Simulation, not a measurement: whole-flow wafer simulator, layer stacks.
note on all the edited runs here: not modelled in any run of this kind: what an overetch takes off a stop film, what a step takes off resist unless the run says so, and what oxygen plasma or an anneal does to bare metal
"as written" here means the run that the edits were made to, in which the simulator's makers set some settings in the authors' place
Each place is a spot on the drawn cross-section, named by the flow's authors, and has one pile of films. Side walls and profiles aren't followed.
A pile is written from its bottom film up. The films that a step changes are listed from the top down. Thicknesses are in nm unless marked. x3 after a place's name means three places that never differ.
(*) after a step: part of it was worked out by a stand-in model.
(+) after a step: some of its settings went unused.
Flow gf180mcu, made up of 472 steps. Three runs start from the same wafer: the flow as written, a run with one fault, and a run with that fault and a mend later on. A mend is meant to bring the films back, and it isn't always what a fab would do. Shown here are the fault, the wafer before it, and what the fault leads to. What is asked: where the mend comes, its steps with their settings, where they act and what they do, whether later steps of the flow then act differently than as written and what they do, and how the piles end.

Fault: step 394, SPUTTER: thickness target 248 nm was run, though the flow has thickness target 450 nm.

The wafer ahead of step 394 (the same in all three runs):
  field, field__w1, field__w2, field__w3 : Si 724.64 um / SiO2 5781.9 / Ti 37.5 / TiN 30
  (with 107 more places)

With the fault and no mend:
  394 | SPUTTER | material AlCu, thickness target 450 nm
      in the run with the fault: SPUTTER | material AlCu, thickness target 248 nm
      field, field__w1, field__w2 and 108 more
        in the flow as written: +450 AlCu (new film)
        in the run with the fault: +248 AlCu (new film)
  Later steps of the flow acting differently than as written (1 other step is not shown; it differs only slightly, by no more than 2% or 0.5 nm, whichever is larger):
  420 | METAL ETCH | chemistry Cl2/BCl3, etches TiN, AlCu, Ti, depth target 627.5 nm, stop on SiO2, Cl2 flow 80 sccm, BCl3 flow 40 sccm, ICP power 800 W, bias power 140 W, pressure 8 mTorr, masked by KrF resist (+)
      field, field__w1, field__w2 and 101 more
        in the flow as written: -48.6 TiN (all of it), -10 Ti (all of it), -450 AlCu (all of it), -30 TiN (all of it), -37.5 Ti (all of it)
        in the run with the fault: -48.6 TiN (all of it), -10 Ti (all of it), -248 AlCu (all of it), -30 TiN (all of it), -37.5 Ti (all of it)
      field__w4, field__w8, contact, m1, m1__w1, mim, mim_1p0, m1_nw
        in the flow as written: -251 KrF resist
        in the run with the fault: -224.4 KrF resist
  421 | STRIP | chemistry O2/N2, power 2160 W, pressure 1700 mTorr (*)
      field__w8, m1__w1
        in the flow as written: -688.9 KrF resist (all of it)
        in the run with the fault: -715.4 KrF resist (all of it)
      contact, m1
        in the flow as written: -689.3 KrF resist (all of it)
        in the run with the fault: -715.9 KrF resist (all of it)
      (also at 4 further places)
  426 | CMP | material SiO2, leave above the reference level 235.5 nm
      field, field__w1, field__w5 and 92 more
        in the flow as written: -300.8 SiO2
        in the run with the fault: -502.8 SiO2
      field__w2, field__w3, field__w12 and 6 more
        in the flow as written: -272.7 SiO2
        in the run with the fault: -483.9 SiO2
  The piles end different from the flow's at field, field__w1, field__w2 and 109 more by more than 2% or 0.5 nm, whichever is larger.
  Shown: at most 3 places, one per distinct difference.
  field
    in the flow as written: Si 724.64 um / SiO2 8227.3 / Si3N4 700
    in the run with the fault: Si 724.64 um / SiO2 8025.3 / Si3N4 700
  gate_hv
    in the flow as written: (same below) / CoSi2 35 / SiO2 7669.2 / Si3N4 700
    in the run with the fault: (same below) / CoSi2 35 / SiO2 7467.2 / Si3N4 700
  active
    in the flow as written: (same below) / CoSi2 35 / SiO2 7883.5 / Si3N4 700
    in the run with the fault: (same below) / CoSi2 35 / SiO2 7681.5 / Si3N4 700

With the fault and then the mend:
  After step 394 comes the mend.
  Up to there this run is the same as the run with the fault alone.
  394a | SPUTTER | material AlCu, thickness target 202 nm (the flow's step 394, run once more with other settings)
      field, field__w1, field__w2 and 108 more
        +202 AlCu
  Every later step of the flow that is run acts as written at every place that is followed.
  At every place that both follow, the piles at the end match the flow's.
